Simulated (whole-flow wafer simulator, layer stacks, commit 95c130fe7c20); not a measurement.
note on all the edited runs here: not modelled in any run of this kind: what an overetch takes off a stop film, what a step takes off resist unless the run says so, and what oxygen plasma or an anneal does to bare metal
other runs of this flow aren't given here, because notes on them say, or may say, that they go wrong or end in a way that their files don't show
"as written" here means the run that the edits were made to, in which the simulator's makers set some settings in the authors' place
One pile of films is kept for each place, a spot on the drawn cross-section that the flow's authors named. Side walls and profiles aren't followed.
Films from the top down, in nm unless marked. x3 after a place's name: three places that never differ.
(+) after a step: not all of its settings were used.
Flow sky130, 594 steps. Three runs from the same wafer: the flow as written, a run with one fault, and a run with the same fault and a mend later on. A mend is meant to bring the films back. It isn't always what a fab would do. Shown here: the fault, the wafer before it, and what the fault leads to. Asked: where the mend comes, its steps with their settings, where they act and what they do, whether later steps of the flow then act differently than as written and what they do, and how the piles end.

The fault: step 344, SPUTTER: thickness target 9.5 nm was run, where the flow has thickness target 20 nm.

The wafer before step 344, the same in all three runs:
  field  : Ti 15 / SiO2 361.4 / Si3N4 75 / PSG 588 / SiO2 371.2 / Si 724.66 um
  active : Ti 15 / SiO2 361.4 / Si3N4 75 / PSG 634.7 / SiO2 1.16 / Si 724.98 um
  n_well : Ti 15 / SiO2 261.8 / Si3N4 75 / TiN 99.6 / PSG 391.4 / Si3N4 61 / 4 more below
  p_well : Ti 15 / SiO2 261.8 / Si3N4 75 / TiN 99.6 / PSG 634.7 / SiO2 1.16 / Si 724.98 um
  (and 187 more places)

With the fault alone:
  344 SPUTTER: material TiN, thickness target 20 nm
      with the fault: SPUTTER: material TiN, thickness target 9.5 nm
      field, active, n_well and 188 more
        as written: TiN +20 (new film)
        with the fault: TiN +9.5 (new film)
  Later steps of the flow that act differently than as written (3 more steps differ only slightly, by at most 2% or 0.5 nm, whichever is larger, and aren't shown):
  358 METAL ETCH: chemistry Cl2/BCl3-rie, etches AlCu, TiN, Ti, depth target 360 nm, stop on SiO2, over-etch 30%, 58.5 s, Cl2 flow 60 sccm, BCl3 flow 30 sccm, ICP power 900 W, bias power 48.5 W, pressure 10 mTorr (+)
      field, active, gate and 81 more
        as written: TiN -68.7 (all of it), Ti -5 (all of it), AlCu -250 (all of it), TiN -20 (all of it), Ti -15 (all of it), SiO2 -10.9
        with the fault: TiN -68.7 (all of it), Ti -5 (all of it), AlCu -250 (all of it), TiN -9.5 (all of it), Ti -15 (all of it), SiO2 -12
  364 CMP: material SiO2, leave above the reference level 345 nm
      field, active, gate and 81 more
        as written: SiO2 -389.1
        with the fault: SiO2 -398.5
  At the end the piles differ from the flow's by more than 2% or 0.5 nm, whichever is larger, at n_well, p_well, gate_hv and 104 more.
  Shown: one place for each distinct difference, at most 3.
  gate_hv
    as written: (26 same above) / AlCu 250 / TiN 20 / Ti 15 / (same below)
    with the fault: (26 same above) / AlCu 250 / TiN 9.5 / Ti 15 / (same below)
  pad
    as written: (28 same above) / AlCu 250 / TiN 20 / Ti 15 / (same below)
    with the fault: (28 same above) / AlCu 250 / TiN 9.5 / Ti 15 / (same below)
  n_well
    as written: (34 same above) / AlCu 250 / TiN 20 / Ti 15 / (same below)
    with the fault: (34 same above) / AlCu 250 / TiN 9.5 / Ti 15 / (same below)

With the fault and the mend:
  The mend comes after step 344.
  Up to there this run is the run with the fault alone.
  344a SPUTTER: material TiN, thickness target 10.5 nm (the flow's step 344 once more, with other settings)
      field, active, n_well and 188 more
        TiN +10.5
  No later step of the flow acts differently than as written at any place that is followed.
  At the end the piles are the same as the flow's at every place that both follow.
